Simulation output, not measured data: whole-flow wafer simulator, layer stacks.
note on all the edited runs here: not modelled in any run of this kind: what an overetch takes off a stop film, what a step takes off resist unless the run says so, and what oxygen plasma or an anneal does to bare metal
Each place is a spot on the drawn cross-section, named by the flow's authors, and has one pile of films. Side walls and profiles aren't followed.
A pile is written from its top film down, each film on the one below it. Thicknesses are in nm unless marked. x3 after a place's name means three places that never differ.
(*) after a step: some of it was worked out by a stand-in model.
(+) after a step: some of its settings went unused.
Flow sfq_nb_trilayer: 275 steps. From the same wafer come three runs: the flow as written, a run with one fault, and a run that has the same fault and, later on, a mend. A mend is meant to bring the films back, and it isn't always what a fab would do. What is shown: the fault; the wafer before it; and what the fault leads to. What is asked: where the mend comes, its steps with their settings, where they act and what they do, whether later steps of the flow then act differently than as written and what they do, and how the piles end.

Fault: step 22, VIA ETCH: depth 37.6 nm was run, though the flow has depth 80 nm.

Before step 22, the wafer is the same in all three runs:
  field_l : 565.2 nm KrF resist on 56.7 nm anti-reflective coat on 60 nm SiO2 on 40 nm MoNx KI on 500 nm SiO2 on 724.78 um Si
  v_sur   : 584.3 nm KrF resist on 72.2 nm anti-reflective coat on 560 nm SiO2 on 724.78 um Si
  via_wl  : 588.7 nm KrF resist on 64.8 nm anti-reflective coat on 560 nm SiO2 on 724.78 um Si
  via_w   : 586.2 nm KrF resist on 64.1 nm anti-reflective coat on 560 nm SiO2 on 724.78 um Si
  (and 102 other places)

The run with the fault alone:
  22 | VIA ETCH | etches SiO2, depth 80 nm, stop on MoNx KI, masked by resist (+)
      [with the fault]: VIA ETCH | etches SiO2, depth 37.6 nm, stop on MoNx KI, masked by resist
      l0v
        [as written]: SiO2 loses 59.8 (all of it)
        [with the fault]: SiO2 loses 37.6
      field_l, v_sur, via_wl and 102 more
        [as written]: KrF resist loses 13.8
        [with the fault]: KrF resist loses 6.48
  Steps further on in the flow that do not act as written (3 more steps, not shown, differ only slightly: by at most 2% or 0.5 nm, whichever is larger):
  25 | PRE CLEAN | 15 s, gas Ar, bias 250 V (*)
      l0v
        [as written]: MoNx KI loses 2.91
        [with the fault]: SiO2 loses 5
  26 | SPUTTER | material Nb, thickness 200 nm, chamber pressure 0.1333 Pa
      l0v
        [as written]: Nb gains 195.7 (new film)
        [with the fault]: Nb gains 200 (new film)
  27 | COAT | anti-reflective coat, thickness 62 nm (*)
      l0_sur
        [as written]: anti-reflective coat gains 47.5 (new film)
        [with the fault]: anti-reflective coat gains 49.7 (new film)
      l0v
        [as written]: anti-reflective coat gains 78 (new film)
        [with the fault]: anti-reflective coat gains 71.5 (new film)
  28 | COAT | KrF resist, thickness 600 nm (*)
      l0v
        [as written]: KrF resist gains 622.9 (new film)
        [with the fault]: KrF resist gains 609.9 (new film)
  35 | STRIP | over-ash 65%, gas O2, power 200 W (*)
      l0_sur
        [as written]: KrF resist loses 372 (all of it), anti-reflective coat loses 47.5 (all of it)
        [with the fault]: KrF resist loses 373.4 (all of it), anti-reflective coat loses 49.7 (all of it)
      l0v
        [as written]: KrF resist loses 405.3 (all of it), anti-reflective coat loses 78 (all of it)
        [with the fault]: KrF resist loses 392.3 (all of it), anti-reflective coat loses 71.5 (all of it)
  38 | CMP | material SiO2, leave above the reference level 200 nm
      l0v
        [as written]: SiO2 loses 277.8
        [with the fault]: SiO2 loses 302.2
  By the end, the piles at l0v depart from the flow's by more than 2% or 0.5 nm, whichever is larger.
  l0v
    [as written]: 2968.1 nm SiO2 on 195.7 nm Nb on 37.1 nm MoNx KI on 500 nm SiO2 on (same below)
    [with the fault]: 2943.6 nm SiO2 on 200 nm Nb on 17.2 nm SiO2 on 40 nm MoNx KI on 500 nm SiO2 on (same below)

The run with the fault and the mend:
  After step 22 comes the mend.
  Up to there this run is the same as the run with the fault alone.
  22a | VIA ETCH | etches SiO2, depth 42.4 nm, stop on MoNx KI, masked by resist (+) (a further turn of the flow's step 22, with different settings)
      field_l, v_sur, via_wl and 102 more
        KrF resist loses 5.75
      l0v
        SiO2 loses 22.2 (all of it)
  None of the later steps of the flow differs from how it acts as written, at any place that is followed, by more than 2% or 0.5 nm, whichever is larger.
  By the end, the piles equal the flow's at every place that both follow.
